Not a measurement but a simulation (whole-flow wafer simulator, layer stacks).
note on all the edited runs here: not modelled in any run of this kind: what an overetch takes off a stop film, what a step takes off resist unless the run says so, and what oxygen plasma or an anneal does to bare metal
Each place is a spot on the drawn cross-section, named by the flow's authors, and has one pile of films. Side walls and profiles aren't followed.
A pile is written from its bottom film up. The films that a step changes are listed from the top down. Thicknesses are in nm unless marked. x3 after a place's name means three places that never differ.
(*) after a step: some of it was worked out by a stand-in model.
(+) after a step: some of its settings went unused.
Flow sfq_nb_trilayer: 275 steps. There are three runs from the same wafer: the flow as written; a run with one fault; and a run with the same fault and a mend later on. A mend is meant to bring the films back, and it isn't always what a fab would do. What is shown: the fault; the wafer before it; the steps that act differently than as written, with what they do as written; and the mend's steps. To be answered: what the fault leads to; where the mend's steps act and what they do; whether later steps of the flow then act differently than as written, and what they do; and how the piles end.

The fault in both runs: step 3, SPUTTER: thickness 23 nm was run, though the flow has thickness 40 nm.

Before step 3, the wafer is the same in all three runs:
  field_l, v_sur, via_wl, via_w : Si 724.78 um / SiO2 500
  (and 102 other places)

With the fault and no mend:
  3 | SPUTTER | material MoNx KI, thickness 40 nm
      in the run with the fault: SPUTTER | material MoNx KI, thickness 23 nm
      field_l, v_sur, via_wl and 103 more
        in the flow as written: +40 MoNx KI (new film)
        in the run with the fault: +23 MoNx KI (new film)
  Steps further on in the flow that do not act as written (not shown: 8 more steps that differ only slightly, by at most 2% or 0.5 nm, whichever is larger):
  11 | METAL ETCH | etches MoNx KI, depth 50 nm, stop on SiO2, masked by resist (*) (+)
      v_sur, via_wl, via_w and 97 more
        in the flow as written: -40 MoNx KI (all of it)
        in the run with the fault: -23 MoNx KI (all of it)
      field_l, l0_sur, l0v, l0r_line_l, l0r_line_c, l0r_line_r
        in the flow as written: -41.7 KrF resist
        in the run with the fault: -28.8 KrF resist
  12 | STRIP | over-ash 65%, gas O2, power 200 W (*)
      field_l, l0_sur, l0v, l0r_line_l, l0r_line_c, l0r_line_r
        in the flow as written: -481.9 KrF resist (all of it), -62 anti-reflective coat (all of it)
        in the run with the fault: -494.8 KrF resist (all of it), -62 anti-reflective coat (all of it)
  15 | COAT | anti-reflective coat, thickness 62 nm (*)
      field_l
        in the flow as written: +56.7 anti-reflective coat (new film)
        in the run with the fault: +58.7 anti-reflective coat (new film)
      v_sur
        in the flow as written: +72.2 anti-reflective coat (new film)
        in the run with the fault: +67.8 anti-reflective coat (new film)
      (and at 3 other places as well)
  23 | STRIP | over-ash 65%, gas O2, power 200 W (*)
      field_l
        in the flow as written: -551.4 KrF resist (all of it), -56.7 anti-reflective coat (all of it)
        in the run with the fault: -555 KrF resist (all of it), -58.7 anti-reflective coat (all of it)
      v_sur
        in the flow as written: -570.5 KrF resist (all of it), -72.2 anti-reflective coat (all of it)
        in the run with the fault: -565.8 KrF resist (all of it), -67.8 anti-reflective coat (all of it)
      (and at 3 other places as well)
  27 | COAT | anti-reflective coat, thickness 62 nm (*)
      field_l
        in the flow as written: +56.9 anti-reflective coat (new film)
        in the run with the fault: +58.9 anti-reflective coat (new film)
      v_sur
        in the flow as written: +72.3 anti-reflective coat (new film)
        in the run with the fault: +67.9 anti-reflective coat (new film)
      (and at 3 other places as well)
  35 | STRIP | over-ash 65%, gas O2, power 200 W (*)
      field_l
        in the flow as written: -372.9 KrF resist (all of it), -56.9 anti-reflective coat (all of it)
        in the run with the fault: -376.9 KrF resist (all of it), -58.9 anti-reflective coat (all of it)
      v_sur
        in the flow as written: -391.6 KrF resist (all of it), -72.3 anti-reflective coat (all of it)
        in the run with the fault: -387.6 KrF resist (all of it), -67.9 anti-reflective coat (all of it)
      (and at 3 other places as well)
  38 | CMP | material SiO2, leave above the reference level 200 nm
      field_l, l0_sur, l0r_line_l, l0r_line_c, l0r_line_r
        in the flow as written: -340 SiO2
        in the run with the fault: -323 SiO2
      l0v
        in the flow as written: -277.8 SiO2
        in the run with the fault: -260.8 SiO2
  By the end, the piles at field_l, l0_sur, l0v, l0r_line_l, l0r_line_c, l0r_line_r depart from the flow's by more than 2% or 0.5 nm, whichever is larger.
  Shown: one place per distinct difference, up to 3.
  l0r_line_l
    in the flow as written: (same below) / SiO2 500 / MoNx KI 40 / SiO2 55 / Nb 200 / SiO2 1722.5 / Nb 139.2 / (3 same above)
    in the run with the fault: (same below) / SiO2 500 / MoNx KI 23 / SiO2 55 / Nb 200 / SiO2 1739.5 / Nb 139.2 / (3 same above)
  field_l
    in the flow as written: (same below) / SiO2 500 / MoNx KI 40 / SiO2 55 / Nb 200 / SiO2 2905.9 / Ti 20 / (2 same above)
    in the run with the fault: (same below) / SiO2 500 / MoNx KI 23 / SiO2 55 / Nb 200 / SiO2 2922.9 / Ti 20 / (2 same above)
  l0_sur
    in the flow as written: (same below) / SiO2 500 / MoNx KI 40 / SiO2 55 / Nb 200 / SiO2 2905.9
    in the run with the fault: (same below) / SiO2 500 / MoNx KI 23 / SiO2 55 / Nb 200 / SiO2 2922.9

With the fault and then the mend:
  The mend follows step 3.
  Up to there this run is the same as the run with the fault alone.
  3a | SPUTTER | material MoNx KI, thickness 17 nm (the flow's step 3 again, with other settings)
      field_l, v_sur, via_wl and 103 more
        +17 MoNx KI
  Every later step of the flow that is run acts as written at every place that is followed.
  The piles end the same as the flow's at every place that both follow.
